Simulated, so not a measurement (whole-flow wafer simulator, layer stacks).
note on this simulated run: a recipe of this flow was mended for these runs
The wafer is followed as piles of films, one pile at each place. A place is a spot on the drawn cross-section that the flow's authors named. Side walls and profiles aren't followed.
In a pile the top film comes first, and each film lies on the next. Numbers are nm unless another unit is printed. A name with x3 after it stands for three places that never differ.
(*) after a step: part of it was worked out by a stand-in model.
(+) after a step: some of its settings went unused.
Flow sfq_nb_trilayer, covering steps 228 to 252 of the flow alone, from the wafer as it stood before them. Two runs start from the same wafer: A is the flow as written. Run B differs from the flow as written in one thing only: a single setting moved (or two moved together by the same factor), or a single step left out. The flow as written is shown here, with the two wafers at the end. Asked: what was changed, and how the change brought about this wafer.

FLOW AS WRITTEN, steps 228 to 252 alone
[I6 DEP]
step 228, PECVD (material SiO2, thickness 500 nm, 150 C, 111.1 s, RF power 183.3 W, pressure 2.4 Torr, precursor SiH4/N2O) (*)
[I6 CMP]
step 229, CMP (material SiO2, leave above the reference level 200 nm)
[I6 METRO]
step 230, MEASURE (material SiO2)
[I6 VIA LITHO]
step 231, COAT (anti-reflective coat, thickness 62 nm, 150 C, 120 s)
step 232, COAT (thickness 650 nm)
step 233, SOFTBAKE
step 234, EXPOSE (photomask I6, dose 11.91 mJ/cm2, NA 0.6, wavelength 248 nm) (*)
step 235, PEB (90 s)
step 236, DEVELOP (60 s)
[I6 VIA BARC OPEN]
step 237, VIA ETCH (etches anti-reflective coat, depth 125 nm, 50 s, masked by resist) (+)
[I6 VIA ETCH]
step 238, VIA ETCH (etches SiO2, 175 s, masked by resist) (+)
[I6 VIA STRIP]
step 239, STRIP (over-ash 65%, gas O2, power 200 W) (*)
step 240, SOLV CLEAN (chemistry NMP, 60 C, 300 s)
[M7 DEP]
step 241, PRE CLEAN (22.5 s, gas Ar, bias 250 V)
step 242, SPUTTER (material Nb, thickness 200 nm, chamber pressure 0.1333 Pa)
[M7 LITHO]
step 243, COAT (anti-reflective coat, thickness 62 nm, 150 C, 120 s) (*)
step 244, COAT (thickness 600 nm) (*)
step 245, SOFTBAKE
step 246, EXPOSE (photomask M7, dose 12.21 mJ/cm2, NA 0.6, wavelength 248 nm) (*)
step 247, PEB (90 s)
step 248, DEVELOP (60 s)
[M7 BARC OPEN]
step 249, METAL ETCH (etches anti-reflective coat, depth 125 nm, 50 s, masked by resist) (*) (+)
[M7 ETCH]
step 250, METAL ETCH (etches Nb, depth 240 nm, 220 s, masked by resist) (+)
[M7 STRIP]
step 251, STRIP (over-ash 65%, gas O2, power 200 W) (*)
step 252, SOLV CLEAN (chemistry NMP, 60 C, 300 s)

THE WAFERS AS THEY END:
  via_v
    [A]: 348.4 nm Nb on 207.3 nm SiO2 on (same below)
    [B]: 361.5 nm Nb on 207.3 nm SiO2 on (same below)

The reason: step 238, VIA ETCH: 130 s was run, whereas the flow has 175 s.

The path from the change to this, step by step:
  step 238, VIA ETCH (etches SiO2, 175 s, masked by resist) (+)
      via_v: A SiO2 loses 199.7 (all of it), Nb loses 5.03 | B SiO2 loses 193.1
      field_l, v_sur, via_wl and 102 more: A KrF-resist-other-grade loses 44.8 | B KrF-resist-other-grade loses 33.3
  step 239, STRIP (over-ash 65%, gas O2, power 200 W) (*)
      field_l, v_sur, via_wl and 102 more: A KrF-resist-other-grade loses 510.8 (all of it), anti-reflective coat loses 62 (all of it) | B KrF-resist-other-grade loses 522.4 (all of it), anti-reflective coat loses 62 (all of it)
  step 241, PRE CLEAN (22.5 s, gas Ar, bias 250 V)
      via_v: A Nb loses 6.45 | B SiO2 loses 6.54 (all of it), Nb loses 0.93
